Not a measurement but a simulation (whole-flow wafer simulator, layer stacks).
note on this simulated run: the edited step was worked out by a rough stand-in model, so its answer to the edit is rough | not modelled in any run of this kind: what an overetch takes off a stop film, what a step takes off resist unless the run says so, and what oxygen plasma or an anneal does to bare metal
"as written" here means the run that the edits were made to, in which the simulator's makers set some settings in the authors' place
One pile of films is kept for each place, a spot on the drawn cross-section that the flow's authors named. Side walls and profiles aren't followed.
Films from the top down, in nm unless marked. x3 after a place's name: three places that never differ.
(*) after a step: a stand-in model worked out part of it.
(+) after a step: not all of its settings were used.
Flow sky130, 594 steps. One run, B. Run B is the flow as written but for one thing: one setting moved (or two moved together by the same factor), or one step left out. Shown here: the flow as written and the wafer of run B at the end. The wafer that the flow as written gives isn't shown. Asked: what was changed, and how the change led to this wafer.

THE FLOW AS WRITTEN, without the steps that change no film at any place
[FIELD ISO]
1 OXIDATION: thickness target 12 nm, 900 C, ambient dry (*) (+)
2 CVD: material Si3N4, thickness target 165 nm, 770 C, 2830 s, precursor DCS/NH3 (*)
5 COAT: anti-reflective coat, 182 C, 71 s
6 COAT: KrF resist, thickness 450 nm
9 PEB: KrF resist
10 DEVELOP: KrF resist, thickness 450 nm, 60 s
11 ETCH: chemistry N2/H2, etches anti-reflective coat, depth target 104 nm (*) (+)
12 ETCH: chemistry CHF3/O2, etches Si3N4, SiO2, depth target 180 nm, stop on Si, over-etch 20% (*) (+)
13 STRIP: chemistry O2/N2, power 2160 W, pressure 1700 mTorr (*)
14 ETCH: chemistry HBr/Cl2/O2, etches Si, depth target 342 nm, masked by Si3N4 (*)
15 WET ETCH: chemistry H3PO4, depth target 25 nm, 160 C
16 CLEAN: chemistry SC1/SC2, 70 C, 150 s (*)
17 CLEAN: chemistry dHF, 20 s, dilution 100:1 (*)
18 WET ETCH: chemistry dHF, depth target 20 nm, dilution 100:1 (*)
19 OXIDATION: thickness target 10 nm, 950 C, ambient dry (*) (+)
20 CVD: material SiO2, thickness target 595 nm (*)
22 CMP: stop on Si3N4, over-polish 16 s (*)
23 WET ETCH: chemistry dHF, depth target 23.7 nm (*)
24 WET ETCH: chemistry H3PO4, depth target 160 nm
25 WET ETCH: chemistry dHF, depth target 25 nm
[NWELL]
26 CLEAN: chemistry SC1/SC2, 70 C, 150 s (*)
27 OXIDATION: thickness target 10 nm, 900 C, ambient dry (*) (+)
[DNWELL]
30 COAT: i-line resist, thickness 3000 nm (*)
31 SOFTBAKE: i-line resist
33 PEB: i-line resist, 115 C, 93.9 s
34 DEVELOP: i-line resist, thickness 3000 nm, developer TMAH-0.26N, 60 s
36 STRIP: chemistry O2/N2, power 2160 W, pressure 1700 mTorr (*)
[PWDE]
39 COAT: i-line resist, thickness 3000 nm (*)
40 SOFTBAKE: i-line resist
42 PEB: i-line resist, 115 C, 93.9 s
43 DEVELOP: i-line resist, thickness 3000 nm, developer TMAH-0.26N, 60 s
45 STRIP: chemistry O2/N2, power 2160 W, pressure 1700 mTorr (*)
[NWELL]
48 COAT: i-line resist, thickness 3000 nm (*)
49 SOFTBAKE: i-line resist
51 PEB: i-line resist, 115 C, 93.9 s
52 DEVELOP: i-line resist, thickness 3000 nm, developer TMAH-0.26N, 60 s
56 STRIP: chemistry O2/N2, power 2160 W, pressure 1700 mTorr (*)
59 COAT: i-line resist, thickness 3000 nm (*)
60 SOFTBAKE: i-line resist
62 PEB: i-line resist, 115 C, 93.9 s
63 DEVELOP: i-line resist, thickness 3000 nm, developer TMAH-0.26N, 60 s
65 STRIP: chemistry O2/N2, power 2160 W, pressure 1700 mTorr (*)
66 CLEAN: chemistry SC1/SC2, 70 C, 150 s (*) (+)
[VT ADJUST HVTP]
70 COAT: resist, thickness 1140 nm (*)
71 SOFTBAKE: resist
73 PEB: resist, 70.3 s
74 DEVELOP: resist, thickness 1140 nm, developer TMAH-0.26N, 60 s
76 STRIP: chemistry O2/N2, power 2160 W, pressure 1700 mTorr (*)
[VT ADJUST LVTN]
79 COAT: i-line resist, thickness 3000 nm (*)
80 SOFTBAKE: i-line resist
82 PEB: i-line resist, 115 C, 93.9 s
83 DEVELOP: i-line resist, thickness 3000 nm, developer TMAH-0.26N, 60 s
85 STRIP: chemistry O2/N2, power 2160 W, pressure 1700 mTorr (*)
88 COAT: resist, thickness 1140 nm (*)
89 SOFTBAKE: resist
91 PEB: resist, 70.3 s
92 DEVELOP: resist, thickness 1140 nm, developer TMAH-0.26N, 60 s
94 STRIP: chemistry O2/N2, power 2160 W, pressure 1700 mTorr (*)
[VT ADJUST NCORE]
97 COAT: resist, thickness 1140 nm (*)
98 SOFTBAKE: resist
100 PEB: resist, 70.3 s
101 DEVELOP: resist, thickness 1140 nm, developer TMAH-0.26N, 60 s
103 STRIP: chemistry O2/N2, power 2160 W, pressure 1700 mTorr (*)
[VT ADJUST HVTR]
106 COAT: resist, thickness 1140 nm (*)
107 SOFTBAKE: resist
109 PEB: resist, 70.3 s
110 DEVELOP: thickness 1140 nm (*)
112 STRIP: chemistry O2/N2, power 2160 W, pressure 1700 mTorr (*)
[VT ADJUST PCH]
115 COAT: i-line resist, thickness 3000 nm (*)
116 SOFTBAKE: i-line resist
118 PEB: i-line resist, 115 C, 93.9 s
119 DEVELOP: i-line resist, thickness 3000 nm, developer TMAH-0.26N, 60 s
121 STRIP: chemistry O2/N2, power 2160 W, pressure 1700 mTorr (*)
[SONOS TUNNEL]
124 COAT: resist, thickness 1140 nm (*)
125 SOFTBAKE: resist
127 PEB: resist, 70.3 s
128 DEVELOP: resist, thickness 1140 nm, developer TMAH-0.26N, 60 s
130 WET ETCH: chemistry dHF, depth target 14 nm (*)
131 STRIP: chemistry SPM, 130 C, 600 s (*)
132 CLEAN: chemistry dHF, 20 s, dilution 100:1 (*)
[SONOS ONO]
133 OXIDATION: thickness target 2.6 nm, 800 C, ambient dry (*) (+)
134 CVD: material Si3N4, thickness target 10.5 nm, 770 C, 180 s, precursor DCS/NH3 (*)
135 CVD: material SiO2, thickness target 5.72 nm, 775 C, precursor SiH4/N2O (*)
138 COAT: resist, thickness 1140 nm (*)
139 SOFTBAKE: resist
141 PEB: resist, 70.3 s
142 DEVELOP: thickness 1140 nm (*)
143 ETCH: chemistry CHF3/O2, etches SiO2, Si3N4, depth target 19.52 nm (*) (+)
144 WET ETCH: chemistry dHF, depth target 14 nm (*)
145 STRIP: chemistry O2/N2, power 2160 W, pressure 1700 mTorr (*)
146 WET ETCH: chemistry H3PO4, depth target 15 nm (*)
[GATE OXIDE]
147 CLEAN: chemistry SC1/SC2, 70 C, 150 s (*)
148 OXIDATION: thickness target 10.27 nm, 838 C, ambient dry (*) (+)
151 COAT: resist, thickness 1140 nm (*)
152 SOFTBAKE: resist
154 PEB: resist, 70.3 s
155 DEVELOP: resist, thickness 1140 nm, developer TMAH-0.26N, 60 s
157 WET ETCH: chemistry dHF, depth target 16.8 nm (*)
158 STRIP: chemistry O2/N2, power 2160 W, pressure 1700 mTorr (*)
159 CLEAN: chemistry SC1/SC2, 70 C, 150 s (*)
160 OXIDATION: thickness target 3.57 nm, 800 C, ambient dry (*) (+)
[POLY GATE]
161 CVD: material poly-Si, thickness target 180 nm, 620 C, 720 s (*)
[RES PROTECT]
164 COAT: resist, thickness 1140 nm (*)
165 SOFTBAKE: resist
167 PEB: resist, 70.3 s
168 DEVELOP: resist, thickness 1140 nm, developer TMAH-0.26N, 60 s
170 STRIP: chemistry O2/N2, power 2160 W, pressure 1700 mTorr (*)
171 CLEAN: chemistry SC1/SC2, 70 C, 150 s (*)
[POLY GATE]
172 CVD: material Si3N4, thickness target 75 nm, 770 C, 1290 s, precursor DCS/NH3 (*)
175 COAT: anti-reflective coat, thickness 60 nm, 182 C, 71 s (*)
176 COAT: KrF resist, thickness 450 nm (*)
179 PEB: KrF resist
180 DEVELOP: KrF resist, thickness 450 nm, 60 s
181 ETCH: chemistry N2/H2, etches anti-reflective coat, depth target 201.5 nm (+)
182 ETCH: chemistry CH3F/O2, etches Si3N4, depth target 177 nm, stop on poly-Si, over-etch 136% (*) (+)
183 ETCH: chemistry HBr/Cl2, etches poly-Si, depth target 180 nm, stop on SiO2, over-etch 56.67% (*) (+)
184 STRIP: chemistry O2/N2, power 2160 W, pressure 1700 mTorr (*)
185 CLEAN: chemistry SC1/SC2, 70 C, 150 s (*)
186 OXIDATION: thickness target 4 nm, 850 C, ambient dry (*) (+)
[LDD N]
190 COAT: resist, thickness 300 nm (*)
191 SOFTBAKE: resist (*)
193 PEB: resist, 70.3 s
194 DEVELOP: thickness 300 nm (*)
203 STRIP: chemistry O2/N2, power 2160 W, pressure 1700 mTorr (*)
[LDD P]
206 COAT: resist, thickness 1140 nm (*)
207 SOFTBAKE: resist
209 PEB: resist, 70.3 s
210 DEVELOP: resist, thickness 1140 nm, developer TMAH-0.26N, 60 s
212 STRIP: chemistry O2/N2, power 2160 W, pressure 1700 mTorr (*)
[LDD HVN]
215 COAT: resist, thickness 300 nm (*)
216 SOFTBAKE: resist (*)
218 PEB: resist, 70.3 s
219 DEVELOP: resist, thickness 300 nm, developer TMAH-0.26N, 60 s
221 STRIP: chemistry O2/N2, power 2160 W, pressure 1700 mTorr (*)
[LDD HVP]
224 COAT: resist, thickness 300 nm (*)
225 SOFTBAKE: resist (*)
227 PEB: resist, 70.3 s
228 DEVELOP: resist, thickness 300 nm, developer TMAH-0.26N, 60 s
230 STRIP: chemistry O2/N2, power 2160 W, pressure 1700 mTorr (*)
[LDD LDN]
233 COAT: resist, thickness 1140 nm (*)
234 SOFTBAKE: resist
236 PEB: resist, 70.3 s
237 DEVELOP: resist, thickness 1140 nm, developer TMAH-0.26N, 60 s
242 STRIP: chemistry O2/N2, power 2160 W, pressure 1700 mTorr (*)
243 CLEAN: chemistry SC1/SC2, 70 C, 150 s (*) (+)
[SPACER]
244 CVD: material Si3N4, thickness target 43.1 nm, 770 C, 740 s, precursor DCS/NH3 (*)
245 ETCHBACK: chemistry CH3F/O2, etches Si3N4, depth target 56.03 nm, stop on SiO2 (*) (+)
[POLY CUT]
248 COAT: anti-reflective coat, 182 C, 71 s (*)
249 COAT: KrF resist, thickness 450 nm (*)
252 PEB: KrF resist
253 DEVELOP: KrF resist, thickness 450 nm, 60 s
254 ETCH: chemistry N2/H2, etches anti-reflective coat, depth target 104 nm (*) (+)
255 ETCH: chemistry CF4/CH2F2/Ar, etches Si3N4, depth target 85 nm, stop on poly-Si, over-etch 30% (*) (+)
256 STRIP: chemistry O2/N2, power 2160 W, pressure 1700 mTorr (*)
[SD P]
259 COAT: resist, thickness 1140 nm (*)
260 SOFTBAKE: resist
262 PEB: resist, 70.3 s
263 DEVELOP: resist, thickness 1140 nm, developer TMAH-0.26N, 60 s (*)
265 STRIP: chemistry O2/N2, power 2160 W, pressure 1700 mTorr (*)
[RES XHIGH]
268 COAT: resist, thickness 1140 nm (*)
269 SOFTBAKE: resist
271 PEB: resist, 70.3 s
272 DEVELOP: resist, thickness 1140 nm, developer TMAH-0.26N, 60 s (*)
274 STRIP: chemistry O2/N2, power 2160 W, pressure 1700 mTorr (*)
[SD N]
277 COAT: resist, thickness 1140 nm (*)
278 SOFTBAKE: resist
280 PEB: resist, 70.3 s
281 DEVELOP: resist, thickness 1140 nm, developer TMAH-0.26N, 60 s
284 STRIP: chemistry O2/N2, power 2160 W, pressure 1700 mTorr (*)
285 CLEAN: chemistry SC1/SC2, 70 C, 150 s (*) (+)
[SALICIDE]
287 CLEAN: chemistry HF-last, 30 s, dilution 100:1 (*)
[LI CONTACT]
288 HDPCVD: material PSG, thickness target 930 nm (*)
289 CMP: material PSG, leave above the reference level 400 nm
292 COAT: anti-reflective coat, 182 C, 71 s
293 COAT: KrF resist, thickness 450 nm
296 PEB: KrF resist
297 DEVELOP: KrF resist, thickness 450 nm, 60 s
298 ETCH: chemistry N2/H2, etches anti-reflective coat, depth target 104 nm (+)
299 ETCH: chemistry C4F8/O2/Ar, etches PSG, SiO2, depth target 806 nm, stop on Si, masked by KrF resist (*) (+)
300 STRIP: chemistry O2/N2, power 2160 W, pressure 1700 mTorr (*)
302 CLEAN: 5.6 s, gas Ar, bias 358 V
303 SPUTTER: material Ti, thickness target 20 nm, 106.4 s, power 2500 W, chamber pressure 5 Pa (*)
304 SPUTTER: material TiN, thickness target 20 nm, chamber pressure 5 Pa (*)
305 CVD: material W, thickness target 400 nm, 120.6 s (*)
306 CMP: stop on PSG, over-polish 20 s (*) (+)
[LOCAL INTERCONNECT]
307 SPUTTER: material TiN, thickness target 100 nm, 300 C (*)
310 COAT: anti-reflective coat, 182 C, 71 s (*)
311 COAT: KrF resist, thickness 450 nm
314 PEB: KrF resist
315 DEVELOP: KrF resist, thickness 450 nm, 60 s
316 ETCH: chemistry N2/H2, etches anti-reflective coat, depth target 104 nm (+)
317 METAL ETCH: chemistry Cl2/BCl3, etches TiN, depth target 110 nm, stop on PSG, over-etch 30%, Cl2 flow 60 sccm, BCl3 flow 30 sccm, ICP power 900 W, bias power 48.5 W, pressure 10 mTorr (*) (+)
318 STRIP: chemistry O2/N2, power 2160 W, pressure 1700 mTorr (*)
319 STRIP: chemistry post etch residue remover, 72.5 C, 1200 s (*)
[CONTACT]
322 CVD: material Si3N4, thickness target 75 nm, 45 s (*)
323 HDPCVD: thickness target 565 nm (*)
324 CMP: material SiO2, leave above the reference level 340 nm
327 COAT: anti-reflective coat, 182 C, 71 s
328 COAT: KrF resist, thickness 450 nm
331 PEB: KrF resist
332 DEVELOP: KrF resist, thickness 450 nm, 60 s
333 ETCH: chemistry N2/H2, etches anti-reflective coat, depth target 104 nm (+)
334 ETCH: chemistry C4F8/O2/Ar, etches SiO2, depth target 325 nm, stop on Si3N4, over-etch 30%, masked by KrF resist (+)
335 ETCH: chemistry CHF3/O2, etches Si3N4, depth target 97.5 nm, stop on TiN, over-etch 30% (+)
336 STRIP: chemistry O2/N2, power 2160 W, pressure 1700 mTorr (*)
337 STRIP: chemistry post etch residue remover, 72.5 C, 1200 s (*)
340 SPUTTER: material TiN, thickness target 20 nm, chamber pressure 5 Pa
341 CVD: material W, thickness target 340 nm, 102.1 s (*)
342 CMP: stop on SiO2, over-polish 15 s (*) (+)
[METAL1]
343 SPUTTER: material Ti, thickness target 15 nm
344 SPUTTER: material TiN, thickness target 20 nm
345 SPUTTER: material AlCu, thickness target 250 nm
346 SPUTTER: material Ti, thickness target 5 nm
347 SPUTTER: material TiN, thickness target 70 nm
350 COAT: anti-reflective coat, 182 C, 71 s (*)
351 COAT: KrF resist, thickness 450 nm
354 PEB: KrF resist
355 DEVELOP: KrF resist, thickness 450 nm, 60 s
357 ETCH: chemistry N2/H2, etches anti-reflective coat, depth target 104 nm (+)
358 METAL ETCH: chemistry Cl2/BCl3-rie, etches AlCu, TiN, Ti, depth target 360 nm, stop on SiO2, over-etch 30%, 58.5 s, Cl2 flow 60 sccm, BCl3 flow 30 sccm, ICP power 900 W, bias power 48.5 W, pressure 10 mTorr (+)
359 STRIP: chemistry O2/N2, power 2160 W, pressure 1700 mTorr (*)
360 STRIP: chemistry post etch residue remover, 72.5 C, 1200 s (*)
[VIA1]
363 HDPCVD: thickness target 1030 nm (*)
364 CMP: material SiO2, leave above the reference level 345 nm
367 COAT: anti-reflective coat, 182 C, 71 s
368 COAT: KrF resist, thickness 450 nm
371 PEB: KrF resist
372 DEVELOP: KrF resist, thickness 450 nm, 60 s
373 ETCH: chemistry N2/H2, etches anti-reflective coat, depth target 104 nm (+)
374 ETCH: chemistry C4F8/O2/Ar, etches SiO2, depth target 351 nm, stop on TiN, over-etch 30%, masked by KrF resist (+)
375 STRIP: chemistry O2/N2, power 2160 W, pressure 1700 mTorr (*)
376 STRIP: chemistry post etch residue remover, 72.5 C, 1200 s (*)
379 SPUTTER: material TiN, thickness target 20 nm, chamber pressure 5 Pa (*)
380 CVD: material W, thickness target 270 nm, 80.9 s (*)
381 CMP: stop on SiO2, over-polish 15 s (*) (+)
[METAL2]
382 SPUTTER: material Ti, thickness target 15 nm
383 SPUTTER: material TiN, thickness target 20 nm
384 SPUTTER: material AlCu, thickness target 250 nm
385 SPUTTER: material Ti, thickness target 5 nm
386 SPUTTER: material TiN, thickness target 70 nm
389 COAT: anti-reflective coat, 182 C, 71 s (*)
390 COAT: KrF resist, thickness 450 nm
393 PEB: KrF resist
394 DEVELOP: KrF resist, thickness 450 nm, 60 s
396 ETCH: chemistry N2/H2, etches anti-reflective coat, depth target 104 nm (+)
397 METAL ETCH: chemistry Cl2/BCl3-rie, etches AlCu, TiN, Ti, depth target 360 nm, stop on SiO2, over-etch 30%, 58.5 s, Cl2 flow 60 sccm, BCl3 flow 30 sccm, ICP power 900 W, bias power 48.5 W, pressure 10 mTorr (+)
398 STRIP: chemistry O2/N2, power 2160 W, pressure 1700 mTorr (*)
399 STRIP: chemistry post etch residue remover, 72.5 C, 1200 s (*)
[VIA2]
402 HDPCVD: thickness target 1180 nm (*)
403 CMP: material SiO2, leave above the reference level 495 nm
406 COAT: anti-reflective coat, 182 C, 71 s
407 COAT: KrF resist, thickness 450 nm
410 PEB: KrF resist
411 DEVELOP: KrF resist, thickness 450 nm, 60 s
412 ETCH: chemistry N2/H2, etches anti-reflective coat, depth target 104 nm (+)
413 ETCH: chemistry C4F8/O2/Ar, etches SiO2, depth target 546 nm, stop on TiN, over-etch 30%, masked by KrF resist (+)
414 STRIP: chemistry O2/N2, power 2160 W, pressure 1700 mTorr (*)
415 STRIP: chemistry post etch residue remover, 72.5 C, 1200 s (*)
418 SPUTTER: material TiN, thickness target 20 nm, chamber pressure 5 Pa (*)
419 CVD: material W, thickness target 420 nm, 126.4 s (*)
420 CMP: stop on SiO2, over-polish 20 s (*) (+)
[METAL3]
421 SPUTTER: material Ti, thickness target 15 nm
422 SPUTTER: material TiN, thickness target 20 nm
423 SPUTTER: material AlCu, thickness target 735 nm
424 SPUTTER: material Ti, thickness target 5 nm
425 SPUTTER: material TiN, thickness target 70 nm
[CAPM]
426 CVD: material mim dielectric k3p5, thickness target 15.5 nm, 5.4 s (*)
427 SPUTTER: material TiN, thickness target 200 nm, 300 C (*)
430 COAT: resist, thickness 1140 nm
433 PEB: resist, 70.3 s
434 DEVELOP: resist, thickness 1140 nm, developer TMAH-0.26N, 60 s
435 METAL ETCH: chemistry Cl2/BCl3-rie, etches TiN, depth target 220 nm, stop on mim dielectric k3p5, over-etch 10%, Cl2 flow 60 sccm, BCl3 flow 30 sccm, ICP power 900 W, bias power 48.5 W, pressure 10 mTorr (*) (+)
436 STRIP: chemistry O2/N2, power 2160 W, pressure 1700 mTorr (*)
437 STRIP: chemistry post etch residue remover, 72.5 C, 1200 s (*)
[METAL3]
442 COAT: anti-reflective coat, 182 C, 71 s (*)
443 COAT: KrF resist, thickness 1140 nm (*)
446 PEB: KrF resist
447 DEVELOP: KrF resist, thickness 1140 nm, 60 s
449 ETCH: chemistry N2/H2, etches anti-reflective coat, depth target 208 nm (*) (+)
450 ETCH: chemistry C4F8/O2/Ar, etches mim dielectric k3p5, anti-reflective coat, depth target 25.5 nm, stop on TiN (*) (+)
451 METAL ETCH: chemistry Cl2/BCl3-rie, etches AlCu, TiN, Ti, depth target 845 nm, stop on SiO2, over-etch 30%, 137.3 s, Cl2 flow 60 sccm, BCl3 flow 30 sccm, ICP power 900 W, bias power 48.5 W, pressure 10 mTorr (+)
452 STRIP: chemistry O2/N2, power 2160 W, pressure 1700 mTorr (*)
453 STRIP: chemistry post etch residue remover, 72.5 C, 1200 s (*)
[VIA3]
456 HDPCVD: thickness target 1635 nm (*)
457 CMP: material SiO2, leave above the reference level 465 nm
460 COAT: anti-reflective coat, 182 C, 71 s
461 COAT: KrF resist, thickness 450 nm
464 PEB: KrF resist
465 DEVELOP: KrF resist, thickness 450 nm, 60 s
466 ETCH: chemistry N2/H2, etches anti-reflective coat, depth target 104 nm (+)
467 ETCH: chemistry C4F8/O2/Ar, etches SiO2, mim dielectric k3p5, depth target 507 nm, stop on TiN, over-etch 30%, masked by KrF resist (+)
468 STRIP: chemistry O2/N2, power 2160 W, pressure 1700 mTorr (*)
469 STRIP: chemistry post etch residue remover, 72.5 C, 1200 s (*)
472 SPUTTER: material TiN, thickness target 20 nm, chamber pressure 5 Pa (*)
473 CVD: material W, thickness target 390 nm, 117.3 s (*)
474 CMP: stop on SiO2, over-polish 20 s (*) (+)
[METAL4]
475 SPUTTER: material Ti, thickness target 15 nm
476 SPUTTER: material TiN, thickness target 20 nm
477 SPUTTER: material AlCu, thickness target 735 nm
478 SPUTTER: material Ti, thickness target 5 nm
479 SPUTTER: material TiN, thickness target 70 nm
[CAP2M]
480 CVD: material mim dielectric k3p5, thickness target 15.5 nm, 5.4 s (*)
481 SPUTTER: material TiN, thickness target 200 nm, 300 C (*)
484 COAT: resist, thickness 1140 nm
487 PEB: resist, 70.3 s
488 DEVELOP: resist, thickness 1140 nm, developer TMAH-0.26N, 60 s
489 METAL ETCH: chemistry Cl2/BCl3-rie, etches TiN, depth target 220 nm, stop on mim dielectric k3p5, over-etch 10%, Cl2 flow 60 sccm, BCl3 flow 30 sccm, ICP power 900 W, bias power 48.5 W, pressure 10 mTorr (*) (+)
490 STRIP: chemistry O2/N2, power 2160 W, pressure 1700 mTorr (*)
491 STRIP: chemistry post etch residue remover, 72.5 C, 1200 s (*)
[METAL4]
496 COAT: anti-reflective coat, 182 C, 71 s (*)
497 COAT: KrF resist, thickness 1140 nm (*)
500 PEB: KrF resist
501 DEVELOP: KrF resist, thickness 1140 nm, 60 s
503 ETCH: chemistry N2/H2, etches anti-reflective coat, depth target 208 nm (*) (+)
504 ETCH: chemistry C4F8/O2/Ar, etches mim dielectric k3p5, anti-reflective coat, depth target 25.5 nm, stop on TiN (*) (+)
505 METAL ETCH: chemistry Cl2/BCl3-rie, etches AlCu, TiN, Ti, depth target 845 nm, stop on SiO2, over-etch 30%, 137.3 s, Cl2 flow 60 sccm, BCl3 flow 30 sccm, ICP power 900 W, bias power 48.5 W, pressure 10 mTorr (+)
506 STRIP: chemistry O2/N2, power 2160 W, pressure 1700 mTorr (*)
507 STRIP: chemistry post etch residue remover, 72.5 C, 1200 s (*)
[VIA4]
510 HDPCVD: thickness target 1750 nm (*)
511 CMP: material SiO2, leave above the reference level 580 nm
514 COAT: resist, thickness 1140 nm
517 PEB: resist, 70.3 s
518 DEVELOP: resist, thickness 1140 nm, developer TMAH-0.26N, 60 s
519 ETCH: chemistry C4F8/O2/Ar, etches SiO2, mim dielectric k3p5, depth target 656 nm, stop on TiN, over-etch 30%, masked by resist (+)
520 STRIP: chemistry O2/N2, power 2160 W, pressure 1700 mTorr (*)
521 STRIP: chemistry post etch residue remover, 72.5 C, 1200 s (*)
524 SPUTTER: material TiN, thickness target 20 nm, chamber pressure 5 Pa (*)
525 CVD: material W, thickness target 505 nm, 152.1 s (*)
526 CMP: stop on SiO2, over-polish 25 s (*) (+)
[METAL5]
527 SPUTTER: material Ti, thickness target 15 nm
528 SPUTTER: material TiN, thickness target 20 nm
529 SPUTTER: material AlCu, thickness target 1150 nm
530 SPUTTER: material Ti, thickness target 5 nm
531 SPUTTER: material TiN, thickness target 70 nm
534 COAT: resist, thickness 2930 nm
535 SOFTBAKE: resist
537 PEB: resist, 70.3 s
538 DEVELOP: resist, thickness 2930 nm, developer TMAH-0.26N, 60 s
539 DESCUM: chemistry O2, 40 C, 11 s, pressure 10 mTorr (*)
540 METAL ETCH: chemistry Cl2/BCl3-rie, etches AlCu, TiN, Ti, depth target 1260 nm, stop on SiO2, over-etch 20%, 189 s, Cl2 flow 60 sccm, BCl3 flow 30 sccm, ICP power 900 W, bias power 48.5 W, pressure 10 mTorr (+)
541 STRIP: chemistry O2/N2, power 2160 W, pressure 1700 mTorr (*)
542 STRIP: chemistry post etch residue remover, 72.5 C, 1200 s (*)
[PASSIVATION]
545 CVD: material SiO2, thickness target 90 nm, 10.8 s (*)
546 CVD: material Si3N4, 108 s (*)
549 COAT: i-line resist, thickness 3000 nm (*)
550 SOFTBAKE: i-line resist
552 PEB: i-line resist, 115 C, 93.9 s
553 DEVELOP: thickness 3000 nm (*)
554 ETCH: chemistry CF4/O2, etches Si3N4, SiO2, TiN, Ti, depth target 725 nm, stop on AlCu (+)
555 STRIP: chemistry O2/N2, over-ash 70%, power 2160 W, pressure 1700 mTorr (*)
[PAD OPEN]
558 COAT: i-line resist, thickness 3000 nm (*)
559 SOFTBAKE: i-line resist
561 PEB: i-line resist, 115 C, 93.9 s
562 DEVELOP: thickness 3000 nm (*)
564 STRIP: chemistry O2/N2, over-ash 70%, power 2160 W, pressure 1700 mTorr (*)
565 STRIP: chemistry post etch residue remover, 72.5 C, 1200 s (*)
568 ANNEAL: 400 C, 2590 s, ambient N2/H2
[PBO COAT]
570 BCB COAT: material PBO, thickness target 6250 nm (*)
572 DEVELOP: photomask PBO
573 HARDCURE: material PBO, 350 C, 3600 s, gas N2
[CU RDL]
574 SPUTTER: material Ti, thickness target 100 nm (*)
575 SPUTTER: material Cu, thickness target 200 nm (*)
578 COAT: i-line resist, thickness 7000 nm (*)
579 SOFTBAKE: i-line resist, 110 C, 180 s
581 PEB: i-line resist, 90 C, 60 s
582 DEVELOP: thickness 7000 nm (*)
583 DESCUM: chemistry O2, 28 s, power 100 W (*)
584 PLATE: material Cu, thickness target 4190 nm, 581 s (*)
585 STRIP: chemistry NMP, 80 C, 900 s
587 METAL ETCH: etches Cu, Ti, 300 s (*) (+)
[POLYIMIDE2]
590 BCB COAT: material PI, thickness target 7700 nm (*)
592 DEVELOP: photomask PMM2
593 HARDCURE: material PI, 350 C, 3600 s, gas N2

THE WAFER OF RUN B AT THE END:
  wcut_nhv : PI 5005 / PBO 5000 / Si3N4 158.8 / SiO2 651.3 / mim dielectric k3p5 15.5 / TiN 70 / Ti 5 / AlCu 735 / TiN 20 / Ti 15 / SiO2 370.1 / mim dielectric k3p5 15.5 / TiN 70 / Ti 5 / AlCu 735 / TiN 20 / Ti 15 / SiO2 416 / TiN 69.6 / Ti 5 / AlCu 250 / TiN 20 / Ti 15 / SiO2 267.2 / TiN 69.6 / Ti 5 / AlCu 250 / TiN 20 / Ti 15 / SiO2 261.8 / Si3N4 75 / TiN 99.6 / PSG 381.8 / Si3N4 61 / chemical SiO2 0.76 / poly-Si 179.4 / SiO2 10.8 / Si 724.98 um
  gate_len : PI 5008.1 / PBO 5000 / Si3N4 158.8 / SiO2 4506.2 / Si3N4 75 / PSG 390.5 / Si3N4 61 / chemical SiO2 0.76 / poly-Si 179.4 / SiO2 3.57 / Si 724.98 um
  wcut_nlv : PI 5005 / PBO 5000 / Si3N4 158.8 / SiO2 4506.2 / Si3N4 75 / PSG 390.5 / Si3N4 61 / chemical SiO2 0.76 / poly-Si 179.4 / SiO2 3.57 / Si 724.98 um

The cause: step 545, CVD: thickness target 140 nm was run, where the flow has thickness target 90 nm; step 545, CVD: 16.7 s was run, where the flow has 10.8 s.

How the change led to this, step by step:
  545 CVD: material SiO2, thickness target 90 nm, 10.8 s (*)
      field, active, gate and 175 more: SiO2 +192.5 (as written it would be: SiO2 +125.2)
      n_well, p_well, sd_n and 12 more: SiO2 +192.5 (new film) (as written it would be: SiO2 +125.2 (new film))
  550 SOFTBAKE: i-line resist
      gate_p_lvt, iso_guard_hv_nw: i-line resist +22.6 (as written it would be: i-line resist +20.6)
      active: i-line resist +13.5 (as written it would be: i-line resist +12)
      (and at 60 more places)
  554 ETCH: chemistry CF4/O2, etches Si3N4, SiO2, TiN, Ti, depth target 725 nm, stop on AlCu (+)
      field, active, n_well and 189 more: i-line resist -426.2 (as written it would be: i-line resist -358.9)
      pad: Si3N4 -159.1 (all of it), SiO2 -192.5 (all of it), TiN -69.6 (all of it), Ti -5 (all of it) (as written it would be: Si3N4 -159.1 (all of it), SiO2 -125.2 (all of it), TiN -69.6 (all of it), Ti -5 (all of it))
  555 STRIP: chemistry O2/N2, over-ash 70%, power 2160 W, pressure 1700 mTorr (*)
      gate_hv, dice_street, iso_guard and 83 more: i-line resist -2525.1 (all of it) (as written it would be: i-line resist -2592.4 (all of it))
      n_well, p_well, sd_n, sd_p: i-line resist -1273.5 (all of it) (as written it would be: i-line resist -1340.8 (all of it))
      (and at 102 more places)
  558 COAT: i-line resist, thickness 3000 nm (*)
      pad: i-line resist +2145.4 (new film) (as written it would be: i-line resist +2077.7 (new film))
  559 SOFTBAKE: i-line resist
      gate_p_lvt, iso_guard_hv_nw: i-line resist +22.6 (as written it would be: i-line resist +20.6)
      field: i-line resist +14 (as written it would be: i-line resist +12.5)
      (and at 67 more places)
  561 PEB: i-line resist, 115 C, 93.9 s
      pad: i-line resist -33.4 (as written it would be: i-line resist -32.2)
  562 DEVELOP: thickness 3000 nm (*)
      pad: i-line resist -2112 (all of it) (as written it would be: i-line resist -2045.5 (all of it))
  578 COAT: i-line resist, thickness 7000 nm (*)
      pad: i-line resist +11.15 um (new film) (as written it would be: i-line resist +11.08 um (new film))
  579 SOFTBAKE: i-line resist, 110 C, 180 s
      ndiff_licon_rim, ndiff_licon: i-line resist -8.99 (as written it would be: i-line resist -8.01)
      rpo_hd_licon, mim2: i-line resist -15.8 (as written it would be: i-line resist -14.9)
      (and at 28 more places)
  582 DEVELOP: thickness 7000 nm (*)
      pad: i-line resist -11.15 um (all of it) (as written it would be: i-line resist -11.08 um (all of it))
